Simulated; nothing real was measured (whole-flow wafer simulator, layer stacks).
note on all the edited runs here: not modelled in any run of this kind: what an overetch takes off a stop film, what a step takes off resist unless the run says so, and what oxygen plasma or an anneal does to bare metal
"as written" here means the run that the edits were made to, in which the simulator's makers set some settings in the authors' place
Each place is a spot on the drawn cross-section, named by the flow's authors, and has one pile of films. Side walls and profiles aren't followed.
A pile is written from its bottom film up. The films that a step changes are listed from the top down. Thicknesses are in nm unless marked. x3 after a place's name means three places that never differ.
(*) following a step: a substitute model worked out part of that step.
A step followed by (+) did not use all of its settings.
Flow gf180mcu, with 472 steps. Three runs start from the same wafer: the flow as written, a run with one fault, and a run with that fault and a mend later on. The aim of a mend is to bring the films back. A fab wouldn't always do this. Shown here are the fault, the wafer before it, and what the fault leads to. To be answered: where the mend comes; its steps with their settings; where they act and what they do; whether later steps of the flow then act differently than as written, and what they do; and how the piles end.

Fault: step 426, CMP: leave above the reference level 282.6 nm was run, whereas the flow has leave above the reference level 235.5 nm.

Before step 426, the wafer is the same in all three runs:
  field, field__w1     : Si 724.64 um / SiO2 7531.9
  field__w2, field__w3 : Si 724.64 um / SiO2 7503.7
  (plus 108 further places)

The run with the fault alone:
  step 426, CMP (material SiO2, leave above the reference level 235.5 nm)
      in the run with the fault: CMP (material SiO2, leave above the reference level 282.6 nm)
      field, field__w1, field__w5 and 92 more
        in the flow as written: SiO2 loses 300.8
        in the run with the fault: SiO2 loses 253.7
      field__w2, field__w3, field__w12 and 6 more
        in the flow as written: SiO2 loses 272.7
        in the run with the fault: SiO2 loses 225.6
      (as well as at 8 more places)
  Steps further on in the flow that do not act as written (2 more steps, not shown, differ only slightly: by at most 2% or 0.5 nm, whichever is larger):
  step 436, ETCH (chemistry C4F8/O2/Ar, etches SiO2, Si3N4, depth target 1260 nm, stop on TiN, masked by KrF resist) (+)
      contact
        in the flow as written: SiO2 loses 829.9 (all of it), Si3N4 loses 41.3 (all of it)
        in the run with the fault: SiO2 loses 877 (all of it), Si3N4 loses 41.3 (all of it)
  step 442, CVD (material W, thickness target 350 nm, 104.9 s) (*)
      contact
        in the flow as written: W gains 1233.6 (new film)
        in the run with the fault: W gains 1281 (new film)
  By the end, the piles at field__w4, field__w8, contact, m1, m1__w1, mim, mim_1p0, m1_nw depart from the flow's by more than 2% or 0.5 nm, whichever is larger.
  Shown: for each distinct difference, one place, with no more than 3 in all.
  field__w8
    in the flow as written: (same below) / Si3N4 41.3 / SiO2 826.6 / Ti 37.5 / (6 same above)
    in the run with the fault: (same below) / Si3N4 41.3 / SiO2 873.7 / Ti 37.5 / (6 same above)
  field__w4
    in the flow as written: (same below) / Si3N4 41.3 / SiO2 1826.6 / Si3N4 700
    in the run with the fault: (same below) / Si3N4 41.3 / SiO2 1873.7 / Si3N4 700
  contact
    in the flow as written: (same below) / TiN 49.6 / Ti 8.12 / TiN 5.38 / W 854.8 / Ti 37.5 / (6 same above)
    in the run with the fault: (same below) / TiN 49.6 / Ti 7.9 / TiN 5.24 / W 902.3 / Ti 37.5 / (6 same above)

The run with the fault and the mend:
  The mend stands after step 426.
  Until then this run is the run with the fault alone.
  step 426a, CMP (material SiO2, leave above the reference level 235.5 nm) (a further turn of the flow's step 426)
      field, field__w1, field__w2 and 109 more
        SiO2 loses 47.1
  None of the later steps of the flow acts differently than as written at any place that is followed.
  At every place that both follow, the piles at the end match the flow's.
